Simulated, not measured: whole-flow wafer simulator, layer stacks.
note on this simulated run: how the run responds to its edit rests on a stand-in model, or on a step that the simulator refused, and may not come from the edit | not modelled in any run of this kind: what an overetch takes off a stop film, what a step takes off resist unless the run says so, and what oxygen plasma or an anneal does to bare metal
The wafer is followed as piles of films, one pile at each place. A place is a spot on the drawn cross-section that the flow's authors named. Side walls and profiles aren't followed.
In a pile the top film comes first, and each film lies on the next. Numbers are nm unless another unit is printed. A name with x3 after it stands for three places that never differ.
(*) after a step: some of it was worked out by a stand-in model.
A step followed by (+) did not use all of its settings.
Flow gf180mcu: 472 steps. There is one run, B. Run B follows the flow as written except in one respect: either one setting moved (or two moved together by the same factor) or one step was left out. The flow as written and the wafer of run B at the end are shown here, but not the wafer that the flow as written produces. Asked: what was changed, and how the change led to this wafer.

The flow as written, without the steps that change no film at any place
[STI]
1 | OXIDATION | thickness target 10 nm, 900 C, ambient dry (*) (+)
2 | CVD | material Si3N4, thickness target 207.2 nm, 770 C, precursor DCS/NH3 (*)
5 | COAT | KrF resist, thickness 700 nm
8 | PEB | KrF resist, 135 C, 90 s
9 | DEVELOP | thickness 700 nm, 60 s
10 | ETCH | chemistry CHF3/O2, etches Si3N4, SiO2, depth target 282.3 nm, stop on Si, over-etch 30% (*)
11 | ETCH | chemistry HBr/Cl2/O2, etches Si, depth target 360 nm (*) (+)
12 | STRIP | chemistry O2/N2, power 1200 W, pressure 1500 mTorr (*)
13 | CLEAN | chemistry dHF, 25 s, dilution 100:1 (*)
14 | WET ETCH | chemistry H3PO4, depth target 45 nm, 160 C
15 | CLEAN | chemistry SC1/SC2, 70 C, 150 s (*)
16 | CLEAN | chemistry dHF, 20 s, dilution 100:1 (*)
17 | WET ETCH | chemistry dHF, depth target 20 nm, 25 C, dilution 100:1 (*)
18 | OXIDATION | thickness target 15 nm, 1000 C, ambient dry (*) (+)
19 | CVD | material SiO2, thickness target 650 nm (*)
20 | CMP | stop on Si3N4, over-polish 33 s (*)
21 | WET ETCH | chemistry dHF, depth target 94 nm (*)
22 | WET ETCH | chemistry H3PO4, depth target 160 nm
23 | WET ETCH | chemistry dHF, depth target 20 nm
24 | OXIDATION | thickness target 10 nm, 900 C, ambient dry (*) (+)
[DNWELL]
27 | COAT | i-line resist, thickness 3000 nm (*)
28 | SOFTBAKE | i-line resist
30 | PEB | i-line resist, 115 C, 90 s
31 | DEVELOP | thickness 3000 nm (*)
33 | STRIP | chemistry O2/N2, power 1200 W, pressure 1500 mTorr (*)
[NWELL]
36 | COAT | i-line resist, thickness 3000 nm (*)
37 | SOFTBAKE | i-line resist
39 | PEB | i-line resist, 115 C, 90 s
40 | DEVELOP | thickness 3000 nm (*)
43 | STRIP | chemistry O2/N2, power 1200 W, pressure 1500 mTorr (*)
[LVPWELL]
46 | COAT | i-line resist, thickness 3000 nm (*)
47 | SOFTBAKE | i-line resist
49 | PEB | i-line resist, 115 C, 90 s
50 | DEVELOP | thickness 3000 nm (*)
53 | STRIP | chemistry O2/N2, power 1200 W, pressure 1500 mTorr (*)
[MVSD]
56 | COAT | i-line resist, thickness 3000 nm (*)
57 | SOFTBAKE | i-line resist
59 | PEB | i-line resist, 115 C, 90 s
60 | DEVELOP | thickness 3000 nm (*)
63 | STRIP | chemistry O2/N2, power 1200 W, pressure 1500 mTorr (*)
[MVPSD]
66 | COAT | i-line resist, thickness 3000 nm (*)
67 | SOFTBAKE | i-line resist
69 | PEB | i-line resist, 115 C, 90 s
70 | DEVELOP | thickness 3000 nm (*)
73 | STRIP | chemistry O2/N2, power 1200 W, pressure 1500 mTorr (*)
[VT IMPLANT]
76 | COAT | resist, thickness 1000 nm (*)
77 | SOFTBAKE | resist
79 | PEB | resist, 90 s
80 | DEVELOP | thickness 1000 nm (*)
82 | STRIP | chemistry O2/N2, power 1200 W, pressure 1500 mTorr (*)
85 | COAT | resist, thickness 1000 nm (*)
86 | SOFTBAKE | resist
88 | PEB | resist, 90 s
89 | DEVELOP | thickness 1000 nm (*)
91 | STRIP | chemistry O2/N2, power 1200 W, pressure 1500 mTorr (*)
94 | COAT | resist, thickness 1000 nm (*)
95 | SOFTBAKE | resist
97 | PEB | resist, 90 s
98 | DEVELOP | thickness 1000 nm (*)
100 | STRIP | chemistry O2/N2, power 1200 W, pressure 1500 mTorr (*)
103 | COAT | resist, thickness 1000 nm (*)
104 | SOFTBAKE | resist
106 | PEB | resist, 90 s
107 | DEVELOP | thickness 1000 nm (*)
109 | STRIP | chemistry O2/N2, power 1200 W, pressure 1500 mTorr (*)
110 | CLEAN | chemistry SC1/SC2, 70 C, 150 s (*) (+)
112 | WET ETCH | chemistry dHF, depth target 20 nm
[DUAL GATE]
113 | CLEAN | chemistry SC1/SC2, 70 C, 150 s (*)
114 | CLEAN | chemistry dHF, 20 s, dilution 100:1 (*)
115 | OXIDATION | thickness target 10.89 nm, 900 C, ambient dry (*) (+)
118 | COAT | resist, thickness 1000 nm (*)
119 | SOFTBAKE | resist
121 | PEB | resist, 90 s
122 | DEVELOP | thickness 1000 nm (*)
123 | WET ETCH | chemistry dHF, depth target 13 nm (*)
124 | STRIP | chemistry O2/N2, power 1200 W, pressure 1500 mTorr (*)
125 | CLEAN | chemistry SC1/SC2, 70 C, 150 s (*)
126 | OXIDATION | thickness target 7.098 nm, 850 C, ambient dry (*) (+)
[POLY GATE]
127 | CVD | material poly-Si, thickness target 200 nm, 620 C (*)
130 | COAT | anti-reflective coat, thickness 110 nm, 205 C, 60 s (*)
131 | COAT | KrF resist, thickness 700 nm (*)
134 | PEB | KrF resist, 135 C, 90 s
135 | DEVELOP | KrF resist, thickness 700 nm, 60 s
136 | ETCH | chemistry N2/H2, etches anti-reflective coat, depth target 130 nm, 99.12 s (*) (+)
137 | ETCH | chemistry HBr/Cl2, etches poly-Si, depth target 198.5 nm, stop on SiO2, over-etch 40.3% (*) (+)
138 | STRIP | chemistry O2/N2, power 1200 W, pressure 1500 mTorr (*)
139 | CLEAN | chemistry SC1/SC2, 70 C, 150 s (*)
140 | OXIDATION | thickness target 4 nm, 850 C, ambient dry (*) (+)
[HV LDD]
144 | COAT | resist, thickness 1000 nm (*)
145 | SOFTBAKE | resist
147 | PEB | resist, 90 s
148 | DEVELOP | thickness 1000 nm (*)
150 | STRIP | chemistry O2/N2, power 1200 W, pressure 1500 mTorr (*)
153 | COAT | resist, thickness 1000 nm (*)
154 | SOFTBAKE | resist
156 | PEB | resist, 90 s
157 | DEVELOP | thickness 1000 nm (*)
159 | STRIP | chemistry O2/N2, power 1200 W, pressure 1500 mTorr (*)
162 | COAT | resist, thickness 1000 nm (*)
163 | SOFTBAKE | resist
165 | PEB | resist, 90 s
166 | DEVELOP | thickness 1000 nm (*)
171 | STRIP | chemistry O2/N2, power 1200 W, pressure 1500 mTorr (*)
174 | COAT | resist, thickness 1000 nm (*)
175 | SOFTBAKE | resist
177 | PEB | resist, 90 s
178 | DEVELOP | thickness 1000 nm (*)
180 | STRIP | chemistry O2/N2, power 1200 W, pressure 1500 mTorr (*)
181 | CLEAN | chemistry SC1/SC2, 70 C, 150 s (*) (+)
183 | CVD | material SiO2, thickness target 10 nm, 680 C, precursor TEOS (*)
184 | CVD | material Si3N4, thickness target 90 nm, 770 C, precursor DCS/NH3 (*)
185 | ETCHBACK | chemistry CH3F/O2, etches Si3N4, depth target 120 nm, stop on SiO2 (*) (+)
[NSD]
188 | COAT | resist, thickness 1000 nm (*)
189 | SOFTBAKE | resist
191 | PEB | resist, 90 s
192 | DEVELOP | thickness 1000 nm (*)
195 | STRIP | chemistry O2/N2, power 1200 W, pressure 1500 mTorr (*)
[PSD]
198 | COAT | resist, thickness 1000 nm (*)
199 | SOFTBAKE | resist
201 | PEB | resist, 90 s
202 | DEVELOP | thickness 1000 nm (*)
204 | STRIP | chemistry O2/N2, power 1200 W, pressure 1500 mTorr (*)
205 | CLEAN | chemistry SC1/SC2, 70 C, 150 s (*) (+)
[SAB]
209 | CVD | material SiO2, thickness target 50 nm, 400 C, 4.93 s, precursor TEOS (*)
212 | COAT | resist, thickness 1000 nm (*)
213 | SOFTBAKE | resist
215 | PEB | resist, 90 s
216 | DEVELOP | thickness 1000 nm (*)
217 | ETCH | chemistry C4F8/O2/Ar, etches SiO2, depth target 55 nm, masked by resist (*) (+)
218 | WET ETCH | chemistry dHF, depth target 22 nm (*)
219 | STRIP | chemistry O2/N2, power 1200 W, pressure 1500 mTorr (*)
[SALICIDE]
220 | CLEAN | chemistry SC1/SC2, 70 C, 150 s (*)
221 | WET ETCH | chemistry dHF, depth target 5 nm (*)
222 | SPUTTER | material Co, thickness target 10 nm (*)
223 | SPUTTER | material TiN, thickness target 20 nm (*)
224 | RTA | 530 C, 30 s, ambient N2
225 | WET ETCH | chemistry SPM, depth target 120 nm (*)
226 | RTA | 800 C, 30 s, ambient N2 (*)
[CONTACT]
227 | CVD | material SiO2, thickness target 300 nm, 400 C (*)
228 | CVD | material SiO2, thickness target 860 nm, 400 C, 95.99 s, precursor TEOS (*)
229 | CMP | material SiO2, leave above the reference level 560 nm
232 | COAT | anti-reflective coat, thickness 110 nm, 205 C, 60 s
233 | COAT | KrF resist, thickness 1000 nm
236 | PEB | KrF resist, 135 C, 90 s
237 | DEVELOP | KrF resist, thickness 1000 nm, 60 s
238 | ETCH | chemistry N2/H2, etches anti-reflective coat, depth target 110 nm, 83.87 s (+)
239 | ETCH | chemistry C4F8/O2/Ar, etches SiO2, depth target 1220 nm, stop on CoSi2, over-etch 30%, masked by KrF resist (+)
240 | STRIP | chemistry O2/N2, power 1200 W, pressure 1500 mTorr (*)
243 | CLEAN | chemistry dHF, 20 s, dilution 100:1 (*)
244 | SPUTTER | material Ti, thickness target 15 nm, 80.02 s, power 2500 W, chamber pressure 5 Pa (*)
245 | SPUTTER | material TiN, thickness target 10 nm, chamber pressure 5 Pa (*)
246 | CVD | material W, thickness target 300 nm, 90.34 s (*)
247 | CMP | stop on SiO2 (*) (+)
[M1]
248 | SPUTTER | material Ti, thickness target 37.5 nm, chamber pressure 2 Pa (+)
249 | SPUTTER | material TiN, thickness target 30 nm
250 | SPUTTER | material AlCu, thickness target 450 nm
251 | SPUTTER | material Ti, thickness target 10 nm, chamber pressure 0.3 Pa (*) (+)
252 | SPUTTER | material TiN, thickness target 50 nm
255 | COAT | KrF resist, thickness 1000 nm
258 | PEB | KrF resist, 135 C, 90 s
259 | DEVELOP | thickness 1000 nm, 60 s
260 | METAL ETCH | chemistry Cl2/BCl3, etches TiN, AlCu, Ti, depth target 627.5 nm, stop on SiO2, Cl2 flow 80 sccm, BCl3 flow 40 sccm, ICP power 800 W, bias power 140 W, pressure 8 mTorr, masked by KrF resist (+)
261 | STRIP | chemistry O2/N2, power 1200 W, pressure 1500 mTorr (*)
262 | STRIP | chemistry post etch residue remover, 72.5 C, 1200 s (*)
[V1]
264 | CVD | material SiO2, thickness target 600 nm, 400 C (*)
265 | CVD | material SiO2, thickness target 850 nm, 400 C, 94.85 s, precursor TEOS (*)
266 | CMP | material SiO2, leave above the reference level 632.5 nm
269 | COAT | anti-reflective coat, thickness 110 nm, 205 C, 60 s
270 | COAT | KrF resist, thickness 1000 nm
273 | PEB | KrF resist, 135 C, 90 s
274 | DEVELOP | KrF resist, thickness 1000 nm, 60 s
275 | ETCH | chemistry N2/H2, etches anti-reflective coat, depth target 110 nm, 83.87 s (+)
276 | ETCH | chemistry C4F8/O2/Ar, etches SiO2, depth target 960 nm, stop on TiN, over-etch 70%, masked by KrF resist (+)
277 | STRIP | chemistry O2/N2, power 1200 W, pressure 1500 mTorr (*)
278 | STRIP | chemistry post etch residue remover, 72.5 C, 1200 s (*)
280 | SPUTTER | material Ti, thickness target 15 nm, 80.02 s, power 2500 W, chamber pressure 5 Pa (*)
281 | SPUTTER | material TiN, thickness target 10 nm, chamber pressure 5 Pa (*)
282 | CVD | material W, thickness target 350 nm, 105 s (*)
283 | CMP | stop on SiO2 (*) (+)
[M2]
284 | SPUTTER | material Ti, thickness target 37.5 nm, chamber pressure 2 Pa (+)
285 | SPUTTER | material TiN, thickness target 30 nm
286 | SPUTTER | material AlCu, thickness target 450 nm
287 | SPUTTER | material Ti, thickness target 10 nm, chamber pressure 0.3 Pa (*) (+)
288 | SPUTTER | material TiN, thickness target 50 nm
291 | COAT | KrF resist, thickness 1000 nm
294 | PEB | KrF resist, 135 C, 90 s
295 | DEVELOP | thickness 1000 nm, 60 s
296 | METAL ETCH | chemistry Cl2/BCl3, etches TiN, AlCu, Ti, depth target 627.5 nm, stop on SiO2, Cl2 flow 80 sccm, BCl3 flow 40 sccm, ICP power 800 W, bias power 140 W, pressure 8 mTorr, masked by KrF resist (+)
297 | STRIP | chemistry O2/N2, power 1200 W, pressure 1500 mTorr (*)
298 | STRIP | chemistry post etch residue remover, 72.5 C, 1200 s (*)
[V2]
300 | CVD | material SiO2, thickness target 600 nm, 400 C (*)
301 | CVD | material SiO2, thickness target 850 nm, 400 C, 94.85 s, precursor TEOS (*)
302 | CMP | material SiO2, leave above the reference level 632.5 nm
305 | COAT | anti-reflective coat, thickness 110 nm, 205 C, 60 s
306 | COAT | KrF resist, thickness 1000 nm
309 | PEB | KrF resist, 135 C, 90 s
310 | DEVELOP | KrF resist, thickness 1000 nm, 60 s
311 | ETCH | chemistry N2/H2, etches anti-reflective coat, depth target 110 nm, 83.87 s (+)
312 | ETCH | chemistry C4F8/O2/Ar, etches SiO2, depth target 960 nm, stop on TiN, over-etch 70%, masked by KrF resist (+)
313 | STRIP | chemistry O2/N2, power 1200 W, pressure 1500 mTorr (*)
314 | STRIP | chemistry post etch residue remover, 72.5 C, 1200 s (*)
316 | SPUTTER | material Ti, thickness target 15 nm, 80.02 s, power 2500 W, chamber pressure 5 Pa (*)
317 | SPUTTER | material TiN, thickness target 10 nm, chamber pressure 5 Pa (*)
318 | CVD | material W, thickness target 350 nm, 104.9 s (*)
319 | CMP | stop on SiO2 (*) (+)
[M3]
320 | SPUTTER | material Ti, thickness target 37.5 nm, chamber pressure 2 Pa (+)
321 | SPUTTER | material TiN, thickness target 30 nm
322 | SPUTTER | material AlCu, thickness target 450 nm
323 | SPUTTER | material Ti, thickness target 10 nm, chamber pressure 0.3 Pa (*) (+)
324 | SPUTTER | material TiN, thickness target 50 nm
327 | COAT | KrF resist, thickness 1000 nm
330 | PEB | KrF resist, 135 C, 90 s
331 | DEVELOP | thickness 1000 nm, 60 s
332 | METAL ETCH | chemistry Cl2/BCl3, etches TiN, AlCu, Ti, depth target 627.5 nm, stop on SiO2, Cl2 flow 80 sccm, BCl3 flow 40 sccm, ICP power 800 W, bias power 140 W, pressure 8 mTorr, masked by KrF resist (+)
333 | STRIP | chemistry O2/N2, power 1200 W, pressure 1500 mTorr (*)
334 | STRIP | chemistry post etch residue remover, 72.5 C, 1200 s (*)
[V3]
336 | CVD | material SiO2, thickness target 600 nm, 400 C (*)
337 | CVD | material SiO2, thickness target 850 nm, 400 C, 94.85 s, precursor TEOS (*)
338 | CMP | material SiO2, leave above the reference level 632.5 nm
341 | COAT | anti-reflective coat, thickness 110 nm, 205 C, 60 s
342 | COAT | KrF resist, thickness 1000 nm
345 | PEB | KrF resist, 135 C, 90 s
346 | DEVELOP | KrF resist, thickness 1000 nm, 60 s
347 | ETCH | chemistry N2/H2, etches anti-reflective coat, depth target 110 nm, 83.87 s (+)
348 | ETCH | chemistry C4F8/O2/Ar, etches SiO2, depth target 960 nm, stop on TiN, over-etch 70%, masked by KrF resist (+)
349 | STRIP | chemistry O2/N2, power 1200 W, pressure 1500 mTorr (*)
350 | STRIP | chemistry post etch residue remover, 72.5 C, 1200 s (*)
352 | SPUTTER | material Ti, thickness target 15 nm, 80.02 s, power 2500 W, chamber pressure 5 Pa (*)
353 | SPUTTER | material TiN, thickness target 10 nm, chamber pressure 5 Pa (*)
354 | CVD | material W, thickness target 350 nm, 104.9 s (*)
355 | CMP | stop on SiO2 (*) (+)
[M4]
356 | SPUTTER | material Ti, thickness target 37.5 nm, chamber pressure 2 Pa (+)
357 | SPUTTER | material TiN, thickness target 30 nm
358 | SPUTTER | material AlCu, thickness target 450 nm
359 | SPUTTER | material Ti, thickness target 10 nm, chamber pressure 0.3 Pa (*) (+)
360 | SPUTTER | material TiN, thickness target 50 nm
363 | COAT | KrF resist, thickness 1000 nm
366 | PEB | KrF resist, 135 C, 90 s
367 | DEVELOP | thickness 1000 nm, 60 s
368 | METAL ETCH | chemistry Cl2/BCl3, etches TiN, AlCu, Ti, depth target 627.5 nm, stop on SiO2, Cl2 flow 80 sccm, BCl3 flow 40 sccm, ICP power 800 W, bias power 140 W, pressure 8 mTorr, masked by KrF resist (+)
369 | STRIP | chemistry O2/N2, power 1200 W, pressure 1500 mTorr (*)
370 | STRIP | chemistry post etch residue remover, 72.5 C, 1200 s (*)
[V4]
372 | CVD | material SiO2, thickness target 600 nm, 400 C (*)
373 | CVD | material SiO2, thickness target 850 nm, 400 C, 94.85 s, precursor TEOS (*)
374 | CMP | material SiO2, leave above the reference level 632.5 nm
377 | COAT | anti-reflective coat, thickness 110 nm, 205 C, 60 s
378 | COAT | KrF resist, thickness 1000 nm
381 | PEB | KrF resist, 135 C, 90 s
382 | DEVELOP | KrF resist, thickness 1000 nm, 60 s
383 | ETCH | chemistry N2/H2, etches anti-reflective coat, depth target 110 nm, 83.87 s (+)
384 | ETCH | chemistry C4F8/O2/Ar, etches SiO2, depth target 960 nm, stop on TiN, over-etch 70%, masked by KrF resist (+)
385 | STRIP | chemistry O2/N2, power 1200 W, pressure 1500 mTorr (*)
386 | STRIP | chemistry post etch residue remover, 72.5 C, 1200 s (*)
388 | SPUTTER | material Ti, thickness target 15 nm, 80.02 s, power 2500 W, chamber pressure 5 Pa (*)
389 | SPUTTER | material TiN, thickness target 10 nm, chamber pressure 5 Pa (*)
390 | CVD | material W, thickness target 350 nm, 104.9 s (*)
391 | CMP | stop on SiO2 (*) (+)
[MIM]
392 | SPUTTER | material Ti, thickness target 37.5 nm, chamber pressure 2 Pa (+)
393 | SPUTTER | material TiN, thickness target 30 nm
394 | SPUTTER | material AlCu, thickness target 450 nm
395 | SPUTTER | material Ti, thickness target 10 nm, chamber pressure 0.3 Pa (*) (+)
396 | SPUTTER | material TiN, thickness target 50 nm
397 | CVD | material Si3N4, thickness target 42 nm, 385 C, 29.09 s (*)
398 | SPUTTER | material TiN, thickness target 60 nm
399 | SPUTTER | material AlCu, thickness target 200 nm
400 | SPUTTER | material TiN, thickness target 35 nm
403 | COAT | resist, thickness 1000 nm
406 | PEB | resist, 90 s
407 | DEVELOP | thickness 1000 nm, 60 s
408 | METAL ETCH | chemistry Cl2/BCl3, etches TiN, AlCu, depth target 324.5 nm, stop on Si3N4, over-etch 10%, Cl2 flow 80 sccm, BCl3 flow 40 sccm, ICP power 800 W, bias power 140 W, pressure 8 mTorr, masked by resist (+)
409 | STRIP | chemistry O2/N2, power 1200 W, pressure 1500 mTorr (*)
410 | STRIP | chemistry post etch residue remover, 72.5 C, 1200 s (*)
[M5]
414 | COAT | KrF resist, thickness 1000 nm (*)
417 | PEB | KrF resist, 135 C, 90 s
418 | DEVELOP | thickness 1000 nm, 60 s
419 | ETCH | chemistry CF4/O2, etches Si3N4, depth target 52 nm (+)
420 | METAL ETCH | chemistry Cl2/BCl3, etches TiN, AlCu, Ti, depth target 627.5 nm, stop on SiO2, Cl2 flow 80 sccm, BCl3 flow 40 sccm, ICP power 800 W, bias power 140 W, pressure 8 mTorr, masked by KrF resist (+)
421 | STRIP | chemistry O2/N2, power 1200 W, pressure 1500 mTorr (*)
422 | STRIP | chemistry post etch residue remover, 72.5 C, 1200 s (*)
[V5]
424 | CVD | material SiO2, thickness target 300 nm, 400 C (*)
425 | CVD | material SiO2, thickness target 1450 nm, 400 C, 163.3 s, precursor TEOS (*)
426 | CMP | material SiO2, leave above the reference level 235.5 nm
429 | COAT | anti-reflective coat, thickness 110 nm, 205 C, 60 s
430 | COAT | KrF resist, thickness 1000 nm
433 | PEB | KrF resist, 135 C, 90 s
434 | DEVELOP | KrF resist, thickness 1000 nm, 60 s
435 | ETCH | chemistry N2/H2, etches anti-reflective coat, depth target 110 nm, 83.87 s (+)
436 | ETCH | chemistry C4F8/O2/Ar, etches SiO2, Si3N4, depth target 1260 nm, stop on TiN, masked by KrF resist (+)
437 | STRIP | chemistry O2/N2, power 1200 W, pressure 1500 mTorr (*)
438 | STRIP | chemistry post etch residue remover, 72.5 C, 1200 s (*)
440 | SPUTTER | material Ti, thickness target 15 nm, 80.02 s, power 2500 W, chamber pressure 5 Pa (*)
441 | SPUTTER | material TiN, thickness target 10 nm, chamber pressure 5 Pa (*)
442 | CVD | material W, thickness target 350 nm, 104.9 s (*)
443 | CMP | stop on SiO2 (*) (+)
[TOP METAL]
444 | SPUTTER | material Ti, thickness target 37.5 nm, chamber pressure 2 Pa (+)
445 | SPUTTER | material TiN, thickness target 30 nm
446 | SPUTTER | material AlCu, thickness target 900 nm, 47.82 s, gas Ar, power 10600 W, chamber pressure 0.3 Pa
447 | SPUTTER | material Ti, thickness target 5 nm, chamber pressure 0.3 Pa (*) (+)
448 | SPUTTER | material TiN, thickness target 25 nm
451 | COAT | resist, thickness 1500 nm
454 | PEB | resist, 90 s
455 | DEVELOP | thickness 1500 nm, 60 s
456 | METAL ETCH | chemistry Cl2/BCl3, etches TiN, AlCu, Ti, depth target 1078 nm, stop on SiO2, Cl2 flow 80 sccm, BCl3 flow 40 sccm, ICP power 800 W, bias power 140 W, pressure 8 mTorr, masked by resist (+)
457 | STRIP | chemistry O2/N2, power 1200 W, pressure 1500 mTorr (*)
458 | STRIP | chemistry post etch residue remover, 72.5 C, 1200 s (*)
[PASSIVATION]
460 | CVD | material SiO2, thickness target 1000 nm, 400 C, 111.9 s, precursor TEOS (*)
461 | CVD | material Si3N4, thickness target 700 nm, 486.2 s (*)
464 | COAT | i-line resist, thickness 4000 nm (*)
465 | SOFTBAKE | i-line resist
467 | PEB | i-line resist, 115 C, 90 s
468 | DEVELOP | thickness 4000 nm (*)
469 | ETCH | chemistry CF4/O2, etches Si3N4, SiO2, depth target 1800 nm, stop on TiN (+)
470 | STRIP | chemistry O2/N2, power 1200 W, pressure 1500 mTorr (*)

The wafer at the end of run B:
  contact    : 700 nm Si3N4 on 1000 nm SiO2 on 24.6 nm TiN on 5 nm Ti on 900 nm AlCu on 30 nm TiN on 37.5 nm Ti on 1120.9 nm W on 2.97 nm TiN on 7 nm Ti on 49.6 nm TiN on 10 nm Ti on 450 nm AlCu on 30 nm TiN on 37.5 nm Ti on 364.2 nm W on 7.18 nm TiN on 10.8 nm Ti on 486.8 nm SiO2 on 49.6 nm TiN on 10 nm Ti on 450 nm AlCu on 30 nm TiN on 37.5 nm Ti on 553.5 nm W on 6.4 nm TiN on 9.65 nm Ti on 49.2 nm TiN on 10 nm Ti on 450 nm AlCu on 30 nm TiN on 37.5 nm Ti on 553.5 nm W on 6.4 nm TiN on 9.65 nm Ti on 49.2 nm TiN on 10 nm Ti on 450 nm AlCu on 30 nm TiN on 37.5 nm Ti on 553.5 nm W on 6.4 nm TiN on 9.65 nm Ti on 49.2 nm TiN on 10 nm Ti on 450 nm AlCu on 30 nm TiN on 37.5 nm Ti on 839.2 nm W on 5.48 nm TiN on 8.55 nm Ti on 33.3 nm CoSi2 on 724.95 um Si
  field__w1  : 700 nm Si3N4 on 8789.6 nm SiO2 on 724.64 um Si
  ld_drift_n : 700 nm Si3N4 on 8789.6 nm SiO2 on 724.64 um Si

Cause: step 374, CMP: material SiO2, leave above the reference level 632.5 nm, was not run.

Step by step, how the change led to this:
  377 | COAT | anti-reflective coat, thickness 110 nm, 205 C, 60 s
      field__w3, p_well, sti, spacer, sd_n, mim_1p0, pad, dice_street: anti-reflective coat gains 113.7 (new film) (in the flow as written it would be: anti-reflective coat gains 110 (new film))
      field__w6, ld_sd_n: anti-reflective coat gains 116.8 (new film) (in the flow as written it would be: anti-reflective coat gains 110 (new film))
      (also at 36 further places)
  378 | COAT | KrF resist, thickness 1000 nm
      field: KrF resist gains 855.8 (new film) (in the flow as written it would be: KrF resist gains 1000 (new film))
      field__w5: KrF resist gains 1035.8 (new film) (in the flow as written it would be: KrF resist gains 1000 (new film))
      (also at 26 further places)
  381 | PEB | KrF resist, 135 C, 90 s
      polyc_n, polyc_n_rim: KrF resist loses 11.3 (in the flow as written it would be: KrF resist loses 6.68)
      field: KrF resist loses 5.01 (in the flow as written it would be: KrF resist loses 6.68)
      (also at 16 further places)
  382 | DEVELOP | KrF resist, thickness 1000 nm, 60 s
      contact: KrF resist loses 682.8 (all of it) (in the flow as written it would be: KrF resist loses 993.3 (all of it))
  383 | ETCH | chemistry N2/H2, etches anti-reflective coat, depth target 110 nm, 83.87 s (+)
      contact: anti-reflective coat loses 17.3 (all of it), SiO2 loses 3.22 (in the flow as written it would be: anti-reflective coat loses 110 (all of it), SiO2 loses 0.85)
  384 | ETCH | chemistry C4F8/O2/Ar, etches SiO2, depth target 960 nm, stop on TiN, over-etch 70%, masked by KrF resist (+)
      contact: SiO2 loses 960 (in the flow as written it would be: SiO2 loses 572.1 (all of it))
  385 | STRIP | chemistry O2/N2, power 1200 W, pressure 1500 mTorr (*)
      p_well, sti, spacer, sd_n, mim_1p0, pad, dice_street: KrF resist loses 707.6 (all of it), anti-reflective coat loses 113.7 (all of it) (in the flow as written it would be: KrF resist loses 706.9 (all of it), anti-reflective coat loses 110 (all of it))
      field: KrF resist loses 564.4 (all of it), anti-reflective coat loses 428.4 (all of it) (in the flow as written it would be: KrF resist loses 706.9 (all of it), anti-reflective coat loses 110 (all of it))
      (also at 40 further places)
  388 | SPUTTER | material Ti, thickness target 15 nm, 80.02 s, power 2500 W, chamber pressure 5 Pa (*)
      contact: Ti gains 10.8 (new film) (in the flow as written it would be: Ti gains 9.65 (new film))
  389 | SPUTTER | material TiN, thickness target 10 nm, chamber pressure 5 Pa (*)
      contact: TiN gains 7.18 (new film) (in the flow as written it would be: TiN gains 6.4 (new film))
  390 | CVD | material W, thickness target 350 nm, 104.9 s (*)
      contact: W gains 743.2 (new film) (in the flow as written it would be: W gains 932.3 (new film))
  391 | CMP | stop on SiO2 (*) (+)
      field__w8, m1, m1__w1, m1_nw: W loses 350 (all of it), TiN loses 10 (all of it), Ti loses 15 (all of it), SiO2 loses 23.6 (in the flow as written it would be: W loses 350 (all of it), TiN loses 10 (all of it), Ti loses 15 (all of it), SiO2 loses 3.78)
  395 | SPUTTER | material Ti, thickness target 10 nm, chamber pressure 0.3 Pa (*) (+)
      field__w5: Ti gains 9.2 (new film) (in the flow as written it would be: Ti gains 10 (new film))
  403 | COAT | resist, thickness 1000 nm
      field: resist gains 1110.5 (new film) (in the flow as written it would be: resist gains 1000 (new film))
      field__w8: resist gains 557.5 (new film) (in the flow as written it would be: resist gains 1000 (new film))
      (also at 11 further places)
  404 | SOFTBAKE | resist
      field: resist loses 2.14 (in the flow as written it would be: nothing)
      field__w8: resist loses 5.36 (in the flow as written it would be: nothing)
      (also at 16 further places)
  406 | PEB | resist, 90 s
      gate_p, polyc_p_rim: resist loses 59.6 (in the flow as written it would be: resist loses 57.2)
      field: resist loses 63.8 (in the flow as written it would be: resist loses 57.2)
      (also at 11 further places)
  407 | DEVELOP | thickness 1000 nm, 60 s
      field: resist loses 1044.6 (all of it) (in the flow as written it would be: resist loses 942.8 (all of it))
      field__w8: resist loses 521.7 (all of it) (in the flow as written it would be: resist loses 942.8 (all of it))
      (also at 12 further places)
  ... 10 other steps ...
  443 | CMP | stop on SiO2 (*) (+)
      field__w2, field__w3, field__w12 and 6 more: W loses 350 (all of it), TiN loses 10 (all of it), Ti loses 15 (all of it), SiO2 loses 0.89 (in the flow as written it would be: W loses 350 (all of it), TiN loses 10 (all of it), Ti loses 15 (all of it), SiO2 loses 3.78)
With metal films that touch counted as one body, contact has 2 bodies (between them, from the top down: SiO2 486.8); the flow as written gives 1 body.
